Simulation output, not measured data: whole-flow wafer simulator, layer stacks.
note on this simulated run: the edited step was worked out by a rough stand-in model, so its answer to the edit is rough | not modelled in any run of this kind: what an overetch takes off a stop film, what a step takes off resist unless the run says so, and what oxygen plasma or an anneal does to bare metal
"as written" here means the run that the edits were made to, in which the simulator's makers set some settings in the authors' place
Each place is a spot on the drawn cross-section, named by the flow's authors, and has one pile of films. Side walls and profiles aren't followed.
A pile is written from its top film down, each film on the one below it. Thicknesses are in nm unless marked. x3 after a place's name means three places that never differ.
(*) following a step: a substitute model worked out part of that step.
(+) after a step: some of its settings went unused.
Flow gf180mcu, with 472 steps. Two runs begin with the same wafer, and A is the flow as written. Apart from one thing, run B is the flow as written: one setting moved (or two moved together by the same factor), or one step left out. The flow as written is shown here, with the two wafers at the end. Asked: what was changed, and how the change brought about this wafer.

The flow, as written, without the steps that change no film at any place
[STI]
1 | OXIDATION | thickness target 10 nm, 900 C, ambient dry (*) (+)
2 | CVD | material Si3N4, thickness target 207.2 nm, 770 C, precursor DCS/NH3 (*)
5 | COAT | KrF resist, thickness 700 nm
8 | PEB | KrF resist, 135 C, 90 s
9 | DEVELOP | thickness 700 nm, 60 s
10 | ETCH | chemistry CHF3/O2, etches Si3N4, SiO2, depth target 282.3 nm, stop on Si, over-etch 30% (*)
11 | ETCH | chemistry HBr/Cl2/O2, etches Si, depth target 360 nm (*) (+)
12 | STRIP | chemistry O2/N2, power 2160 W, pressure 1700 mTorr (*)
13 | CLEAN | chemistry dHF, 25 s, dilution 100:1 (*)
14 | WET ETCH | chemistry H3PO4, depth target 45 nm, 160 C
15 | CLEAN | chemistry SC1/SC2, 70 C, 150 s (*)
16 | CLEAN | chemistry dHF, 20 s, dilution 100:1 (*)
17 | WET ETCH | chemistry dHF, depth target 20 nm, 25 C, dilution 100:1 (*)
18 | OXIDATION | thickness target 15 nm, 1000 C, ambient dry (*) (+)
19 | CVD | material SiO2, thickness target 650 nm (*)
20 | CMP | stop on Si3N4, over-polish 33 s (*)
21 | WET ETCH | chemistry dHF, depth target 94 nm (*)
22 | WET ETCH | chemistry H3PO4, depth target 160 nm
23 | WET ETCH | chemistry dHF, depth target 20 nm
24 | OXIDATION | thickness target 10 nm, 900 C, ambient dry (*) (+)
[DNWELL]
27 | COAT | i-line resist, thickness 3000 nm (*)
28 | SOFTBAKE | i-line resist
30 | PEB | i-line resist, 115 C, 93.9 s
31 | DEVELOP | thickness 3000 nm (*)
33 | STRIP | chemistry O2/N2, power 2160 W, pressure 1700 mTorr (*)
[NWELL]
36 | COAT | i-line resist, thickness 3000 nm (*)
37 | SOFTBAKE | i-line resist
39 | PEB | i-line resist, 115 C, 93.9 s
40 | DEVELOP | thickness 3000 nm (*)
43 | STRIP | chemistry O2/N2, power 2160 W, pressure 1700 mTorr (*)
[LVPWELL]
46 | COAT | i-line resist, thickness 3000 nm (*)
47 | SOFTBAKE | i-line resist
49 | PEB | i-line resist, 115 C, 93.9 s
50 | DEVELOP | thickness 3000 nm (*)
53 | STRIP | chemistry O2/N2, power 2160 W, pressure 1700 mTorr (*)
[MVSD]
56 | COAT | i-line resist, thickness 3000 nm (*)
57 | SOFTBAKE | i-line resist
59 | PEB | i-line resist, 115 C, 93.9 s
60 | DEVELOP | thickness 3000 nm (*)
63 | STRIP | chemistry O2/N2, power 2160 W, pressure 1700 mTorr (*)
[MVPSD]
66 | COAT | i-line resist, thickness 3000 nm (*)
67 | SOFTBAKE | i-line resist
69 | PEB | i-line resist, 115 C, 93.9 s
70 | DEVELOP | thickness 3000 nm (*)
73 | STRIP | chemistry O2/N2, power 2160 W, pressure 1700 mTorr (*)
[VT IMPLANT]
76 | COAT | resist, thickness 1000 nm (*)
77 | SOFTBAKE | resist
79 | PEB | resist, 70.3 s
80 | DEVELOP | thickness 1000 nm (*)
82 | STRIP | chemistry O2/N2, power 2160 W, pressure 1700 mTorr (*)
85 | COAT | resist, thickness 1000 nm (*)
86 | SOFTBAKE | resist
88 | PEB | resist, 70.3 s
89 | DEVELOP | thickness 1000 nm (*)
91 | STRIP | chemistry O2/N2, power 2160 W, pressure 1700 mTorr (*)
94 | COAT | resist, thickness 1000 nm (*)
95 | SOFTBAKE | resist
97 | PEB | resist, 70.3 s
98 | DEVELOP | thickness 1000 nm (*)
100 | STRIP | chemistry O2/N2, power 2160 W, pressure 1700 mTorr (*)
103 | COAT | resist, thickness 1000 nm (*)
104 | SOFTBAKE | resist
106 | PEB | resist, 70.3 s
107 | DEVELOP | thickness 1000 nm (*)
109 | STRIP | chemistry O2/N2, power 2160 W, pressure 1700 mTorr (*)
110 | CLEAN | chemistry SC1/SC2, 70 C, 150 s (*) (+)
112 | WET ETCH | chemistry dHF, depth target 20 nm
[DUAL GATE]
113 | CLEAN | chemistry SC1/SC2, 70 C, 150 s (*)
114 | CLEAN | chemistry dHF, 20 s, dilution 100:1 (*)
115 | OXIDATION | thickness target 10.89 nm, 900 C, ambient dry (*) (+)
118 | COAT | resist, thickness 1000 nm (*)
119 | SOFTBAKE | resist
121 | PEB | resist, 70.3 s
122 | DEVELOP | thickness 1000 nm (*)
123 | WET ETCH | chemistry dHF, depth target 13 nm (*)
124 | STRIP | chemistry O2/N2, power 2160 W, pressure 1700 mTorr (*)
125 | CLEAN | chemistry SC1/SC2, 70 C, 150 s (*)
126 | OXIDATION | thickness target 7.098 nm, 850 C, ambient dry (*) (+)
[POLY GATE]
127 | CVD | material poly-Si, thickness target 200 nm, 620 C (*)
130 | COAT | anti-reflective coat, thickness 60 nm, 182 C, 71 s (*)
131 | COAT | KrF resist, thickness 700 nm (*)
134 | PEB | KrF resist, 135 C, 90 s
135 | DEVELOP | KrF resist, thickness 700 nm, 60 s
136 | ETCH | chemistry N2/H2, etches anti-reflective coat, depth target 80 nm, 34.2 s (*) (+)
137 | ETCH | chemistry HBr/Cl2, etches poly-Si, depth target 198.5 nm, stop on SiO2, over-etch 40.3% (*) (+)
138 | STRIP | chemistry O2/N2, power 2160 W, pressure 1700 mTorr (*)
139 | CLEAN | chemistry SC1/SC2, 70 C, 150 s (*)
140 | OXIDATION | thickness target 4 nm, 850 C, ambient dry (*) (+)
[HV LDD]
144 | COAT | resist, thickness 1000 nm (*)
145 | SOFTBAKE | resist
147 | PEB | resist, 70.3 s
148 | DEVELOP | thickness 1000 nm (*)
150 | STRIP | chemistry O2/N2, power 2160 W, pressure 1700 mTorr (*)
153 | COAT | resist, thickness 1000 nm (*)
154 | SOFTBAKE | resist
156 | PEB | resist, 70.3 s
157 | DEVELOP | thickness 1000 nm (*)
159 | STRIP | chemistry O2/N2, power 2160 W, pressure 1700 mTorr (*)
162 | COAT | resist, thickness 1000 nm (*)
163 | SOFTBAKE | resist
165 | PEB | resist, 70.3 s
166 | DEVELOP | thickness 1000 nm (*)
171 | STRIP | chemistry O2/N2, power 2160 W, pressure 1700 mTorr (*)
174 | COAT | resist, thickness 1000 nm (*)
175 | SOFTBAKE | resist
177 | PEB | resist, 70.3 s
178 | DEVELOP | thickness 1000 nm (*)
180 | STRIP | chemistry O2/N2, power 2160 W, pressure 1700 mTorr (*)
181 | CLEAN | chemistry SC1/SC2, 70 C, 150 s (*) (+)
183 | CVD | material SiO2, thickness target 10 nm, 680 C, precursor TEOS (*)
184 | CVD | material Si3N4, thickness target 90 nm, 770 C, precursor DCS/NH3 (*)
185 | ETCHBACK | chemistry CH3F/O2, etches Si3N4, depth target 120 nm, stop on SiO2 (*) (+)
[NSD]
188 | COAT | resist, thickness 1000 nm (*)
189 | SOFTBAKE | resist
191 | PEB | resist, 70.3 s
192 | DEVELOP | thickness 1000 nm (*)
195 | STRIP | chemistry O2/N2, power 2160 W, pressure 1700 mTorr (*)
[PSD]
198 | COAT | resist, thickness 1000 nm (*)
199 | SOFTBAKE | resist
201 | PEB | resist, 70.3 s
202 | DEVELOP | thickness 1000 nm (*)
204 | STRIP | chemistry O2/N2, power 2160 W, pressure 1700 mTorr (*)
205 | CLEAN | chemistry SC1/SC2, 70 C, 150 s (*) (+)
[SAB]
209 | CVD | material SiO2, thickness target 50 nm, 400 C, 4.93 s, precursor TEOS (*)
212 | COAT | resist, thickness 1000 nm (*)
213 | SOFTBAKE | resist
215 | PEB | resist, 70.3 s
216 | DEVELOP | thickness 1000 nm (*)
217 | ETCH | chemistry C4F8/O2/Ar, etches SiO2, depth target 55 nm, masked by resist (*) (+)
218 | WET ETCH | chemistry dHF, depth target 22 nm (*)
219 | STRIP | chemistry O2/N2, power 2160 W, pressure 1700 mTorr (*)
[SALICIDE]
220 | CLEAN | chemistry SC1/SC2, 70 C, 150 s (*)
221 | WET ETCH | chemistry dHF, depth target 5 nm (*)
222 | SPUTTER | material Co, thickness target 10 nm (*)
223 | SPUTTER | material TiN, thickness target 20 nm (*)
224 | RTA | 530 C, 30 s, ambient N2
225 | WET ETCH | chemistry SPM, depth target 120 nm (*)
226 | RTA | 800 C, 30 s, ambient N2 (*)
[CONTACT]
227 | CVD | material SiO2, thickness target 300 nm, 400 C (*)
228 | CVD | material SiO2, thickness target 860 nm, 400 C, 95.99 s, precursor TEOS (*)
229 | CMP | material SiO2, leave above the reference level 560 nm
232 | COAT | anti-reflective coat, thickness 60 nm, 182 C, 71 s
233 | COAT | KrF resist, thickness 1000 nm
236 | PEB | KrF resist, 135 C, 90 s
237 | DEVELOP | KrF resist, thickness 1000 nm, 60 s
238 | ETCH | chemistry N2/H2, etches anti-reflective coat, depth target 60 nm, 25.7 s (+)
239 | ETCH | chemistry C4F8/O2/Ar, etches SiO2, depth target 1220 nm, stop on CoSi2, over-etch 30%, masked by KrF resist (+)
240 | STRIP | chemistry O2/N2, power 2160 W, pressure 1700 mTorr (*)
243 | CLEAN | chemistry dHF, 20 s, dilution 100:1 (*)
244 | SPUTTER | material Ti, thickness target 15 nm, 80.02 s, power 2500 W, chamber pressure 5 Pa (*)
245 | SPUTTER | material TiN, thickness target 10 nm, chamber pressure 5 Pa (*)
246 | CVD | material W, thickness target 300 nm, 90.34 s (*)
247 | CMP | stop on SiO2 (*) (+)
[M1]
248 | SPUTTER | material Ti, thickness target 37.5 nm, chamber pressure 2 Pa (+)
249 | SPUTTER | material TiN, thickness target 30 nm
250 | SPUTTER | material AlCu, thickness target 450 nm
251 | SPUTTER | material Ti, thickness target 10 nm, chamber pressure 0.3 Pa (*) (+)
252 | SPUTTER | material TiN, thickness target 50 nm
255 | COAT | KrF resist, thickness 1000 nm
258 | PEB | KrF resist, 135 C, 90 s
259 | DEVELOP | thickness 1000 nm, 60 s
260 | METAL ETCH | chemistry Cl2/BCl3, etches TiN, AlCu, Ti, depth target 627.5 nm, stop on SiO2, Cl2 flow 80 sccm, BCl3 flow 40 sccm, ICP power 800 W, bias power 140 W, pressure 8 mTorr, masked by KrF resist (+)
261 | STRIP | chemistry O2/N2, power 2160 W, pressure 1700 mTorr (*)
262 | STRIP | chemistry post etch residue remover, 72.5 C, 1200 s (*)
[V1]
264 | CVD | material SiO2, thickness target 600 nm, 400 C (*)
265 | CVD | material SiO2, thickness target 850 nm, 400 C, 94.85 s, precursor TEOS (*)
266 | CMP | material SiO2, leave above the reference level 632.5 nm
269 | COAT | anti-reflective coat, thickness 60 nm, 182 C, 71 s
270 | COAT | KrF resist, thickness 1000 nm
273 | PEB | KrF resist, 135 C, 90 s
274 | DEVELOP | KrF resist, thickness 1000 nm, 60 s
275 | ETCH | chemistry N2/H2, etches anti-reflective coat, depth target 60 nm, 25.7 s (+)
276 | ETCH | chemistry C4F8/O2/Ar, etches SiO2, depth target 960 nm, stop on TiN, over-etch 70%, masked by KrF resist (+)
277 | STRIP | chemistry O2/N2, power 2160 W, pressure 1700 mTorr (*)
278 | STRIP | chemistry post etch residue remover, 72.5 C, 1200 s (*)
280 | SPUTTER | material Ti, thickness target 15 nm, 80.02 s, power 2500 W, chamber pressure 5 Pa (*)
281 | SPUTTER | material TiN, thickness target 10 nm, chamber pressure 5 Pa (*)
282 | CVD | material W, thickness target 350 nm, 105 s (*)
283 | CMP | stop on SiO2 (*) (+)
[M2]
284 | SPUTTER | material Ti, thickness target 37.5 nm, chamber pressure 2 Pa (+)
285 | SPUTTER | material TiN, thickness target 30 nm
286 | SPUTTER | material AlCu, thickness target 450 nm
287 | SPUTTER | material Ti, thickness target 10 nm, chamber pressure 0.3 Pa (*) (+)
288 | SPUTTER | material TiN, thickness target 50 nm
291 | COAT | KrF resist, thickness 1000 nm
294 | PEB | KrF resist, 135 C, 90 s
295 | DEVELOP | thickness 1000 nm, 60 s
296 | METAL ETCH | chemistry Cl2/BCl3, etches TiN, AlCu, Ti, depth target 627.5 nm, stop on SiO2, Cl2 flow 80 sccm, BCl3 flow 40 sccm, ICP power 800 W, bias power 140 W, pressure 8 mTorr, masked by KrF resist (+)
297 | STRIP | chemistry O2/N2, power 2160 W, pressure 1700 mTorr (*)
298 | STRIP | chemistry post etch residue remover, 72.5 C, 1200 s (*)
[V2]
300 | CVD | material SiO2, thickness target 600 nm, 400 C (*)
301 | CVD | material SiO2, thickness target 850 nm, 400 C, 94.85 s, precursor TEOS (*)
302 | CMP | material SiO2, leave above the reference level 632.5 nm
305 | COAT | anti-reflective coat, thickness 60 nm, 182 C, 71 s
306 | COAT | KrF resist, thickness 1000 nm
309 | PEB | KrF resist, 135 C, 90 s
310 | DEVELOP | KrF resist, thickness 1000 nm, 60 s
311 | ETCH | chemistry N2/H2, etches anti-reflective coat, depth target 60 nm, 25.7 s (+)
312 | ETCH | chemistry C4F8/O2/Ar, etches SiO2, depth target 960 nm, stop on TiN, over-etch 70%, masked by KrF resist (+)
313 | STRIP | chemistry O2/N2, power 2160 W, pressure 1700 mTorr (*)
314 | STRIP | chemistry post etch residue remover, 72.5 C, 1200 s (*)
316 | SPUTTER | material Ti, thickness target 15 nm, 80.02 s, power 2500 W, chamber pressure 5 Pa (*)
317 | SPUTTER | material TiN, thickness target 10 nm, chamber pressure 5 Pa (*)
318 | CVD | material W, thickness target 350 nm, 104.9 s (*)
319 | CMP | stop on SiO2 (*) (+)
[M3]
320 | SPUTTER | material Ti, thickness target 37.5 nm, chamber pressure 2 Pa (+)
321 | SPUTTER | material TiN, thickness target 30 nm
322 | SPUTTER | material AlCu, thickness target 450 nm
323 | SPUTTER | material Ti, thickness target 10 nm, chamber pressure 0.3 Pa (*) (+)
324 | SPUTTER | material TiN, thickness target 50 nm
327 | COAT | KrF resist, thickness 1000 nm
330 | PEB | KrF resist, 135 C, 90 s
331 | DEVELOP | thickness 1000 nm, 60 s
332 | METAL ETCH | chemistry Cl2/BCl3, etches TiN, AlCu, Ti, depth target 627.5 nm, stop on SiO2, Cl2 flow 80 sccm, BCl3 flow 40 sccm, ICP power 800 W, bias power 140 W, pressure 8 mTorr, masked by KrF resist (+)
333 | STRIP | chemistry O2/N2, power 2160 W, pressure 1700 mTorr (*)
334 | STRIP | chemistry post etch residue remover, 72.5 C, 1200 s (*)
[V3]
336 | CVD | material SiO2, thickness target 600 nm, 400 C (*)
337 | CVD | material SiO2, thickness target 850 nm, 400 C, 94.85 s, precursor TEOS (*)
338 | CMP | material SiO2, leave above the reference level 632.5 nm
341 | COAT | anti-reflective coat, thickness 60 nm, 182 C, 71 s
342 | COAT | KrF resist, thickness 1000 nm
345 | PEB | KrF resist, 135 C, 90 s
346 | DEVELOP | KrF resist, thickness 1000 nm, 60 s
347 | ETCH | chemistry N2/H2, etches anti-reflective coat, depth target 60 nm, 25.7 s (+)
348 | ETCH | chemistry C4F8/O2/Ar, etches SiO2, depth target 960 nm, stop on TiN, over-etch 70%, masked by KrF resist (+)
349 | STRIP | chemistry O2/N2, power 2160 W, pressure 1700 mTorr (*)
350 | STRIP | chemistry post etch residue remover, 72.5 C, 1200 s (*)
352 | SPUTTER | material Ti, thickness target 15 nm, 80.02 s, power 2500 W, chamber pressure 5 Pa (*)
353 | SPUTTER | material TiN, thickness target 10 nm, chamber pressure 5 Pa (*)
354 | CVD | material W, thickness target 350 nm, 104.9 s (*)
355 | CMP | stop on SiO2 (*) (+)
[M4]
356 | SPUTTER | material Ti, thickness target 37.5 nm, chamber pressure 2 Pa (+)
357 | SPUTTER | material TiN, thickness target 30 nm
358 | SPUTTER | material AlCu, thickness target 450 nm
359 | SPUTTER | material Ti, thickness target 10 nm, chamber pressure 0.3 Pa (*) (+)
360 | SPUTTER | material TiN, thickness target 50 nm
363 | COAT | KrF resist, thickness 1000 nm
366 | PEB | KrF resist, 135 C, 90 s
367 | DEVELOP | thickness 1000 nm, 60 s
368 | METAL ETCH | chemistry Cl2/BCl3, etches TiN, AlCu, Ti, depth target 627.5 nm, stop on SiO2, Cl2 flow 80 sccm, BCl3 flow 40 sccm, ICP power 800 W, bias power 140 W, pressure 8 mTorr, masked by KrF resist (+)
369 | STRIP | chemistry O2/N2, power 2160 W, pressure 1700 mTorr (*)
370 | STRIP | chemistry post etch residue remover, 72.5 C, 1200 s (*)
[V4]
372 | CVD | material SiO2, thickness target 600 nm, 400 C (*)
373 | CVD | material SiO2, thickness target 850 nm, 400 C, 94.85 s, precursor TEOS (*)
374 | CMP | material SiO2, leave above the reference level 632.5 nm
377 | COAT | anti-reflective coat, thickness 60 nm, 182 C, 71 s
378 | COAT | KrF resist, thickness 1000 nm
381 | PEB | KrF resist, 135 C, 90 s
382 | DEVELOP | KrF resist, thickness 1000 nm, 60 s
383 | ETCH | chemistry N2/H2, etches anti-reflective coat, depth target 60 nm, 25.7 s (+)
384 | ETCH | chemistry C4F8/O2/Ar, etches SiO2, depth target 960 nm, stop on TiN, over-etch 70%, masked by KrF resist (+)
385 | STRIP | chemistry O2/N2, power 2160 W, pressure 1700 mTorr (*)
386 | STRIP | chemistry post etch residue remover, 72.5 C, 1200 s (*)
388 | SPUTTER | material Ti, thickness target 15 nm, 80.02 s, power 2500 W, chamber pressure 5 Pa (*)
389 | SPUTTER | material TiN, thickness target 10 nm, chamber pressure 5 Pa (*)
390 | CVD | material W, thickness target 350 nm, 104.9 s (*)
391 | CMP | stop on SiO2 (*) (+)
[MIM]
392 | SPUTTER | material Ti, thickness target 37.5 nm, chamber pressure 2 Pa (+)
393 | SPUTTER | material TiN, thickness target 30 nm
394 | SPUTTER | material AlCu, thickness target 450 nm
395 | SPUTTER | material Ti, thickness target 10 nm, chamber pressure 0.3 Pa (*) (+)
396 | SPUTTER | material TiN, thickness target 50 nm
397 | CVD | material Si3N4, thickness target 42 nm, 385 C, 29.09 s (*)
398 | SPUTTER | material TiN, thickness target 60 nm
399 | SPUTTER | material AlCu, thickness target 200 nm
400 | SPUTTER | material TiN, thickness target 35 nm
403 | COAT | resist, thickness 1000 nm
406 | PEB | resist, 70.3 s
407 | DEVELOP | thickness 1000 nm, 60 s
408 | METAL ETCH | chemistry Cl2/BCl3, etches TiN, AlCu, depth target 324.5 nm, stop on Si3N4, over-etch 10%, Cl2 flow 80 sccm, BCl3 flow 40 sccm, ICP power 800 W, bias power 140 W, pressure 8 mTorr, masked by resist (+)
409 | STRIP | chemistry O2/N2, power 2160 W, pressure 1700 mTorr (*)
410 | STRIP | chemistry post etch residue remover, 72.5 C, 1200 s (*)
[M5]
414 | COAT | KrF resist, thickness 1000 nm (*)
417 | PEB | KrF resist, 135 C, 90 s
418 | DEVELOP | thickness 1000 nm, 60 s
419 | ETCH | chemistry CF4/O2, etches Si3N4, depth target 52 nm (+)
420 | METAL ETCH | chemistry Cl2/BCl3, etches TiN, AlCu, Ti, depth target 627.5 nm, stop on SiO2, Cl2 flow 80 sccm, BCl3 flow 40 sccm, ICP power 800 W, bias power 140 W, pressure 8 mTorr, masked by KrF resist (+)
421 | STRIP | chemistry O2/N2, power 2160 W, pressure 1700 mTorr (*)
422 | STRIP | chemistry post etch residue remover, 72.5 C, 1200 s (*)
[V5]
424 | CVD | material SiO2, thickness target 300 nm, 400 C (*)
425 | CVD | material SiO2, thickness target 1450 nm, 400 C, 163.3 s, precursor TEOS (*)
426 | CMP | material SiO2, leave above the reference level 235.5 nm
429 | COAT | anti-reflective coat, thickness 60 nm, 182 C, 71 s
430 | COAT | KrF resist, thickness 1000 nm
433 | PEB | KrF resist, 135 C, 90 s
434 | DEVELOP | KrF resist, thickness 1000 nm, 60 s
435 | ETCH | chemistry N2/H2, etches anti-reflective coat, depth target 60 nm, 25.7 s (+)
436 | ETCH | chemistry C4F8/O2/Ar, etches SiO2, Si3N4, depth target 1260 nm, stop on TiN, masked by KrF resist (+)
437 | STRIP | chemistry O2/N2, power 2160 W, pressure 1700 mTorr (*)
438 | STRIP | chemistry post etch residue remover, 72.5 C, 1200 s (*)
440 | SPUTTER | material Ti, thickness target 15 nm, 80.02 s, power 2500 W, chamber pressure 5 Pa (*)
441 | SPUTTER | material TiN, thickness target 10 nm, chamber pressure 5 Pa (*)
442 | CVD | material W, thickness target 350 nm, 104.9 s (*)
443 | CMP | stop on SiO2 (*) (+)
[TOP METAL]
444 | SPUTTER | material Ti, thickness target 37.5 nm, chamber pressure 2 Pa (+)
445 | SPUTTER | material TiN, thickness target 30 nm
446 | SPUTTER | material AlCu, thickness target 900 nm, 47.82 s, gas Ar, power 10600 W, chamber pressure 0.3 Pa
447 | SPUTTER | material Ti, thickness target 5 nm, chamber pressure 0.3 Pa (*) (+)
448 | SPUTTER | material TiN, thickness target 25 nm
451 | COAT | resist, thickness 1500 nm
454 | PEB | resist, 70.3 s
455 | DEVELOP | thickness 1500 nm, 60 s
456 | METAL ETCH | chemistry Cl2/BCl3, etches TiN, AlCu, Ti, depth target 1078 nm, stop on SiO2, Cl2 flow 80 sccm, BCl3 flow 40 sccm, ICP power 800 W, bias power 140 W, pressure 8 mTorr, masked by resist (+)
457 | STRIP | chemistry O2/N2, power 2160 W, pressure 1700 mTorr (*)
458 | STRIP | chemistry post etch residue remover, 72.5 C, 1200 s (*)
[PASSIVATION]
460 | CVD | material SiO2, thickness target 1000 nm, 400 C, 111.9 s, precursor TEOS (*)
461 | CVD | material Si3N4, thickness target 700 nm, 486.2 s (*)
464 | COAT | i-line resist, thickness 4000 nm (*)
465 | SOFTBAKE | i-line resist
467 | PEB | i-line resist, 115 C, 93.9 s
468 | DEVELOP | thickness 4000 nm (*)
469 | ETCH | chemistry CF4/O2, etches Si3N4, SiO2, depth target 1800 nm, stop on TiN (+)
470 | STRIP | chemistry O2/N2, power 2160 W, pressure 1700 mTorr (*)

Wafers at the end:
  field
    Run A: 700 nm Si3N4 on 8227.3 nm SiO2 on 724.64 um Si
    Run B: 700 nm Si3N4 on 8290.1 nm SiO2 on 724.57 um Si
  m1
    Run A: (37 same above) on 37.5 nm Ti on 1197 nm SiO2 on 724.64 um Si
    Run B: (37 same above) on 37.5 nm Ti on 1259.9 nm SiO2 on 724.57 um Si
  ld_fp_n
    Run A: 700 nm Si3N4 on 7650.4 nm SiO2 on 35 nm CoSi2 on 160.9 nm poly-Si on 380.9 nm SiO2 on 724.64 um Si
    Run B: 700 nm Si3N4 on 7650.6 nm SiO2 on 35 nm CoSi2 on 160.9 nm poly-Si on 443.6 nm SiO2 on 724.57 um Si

Cause: step 11, ETCH: depth target 423 nm was run, though the flow has depth target 360 nm.

How this came from the change, step by step:
  11 | ETCH | chemistry HBr/Cl2/O2, etches Si, depth target 360 nm (*) (+)
      active, n_well, p_well and 40 more: A KrF resist loses 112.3 | B KrF resist loses 133.3
      field, field_sub, sti and 34 more: A Si loses 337 | B Si loses 400
  12 | STRIP | chemistry O2/N2, power 2160 W, pressure 1700 mTorr (*)
      active, n_well, p_well and 40 more: A KrF resist loses 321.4 (all of it) | B KrF resist loses 300.4 (all of it)
  19 | CVD | material SiO2, thickness target 650 nm (*)
      m1, ld_fp_n, ld_drift_n and 8 more: A SiO2 gains 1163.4 | B SiO2 gains 1226.4
  20 | CMP | stop on Si3N4, over-polish 33 s (*)
      sti, mim_1p0, pad and 11 more: A SiO2 loses 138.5 | B SiO2 loses 75.5
      nw_enc_fld, nw_enc_fld_lv: A SiO2 loses 142.5 | B SiO2 loses 79.5
      (also at 10 further places)
